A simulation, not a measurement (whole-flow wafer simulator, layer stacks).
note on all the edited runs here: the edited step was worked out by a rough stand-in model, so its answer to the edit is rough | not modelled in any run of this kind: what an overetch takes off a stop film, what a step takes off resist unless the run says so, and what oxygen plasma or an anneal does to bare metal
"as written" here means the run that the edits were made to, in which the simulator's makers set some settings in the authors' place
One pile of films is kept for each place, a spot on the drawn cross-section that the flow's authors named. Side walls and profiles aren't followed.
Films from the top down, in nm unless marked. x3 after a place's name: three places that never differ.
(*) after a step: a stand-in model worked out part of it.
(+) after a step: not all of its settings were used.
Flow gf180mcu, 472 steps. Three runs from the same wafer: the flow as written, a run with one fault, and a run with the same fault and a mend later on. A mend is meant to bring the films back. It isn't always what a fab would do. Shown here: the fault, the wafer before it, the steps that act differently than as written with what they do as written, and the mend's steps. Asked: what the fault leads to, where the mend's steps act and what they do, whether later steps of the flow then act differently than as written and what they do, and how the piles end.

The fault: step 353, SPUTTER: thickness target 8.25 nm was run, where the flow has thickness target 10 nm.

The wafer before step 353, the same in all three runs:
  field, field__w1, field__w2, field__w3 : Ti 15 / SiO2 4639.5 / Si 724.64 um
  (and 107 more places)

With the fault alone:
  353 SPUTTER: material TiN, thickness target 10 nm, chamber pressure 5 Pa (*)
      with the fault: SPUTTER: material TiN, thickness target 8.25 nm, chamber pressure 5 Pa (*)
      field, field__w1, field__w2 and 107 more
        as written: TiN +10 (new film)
        with the fault: TiN +8.25 (new film)
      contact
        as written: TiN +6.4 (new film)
        with the fault: TiN +5.29 (new film)
  Later steps of the flow that act differently than as written (1 more step differs only slightly, by at most 2% or 0.5 nm, whichever is larger, and isn't shown):
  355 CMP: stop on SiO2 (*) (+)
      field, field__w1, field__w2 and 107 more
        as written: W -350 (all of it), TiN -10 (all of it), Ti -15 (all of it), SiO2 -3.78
        with the fault: W -350 (all of it), TiN -8.25 (all of it), Ti -15 (all of it), SiO2 -3.77
  At the end the piles differ from the flow's by more than 2% or 0.5 nm, whichever is larger, at contact.
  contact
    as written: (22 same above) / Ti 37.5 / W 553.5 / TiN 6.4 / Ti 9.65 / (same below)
    with the fault: (22 same above) / Ti 37.5 / W 554.6 / TiN 5.29 / Ti 9.65 / (same below)

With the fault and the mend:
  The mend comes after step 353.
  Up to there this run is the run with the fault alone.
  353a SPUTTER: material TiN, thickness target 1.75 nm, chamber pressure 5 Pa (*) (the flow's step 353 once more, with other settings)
      field, field__w1, field__w2 and 107 more
        TiN +1.75
      contact
        TiN +1.12
  No later step of the flow acts differently than as written at any place that is followed.
  At the end the piles are the same as the flow's at every place that both follow.
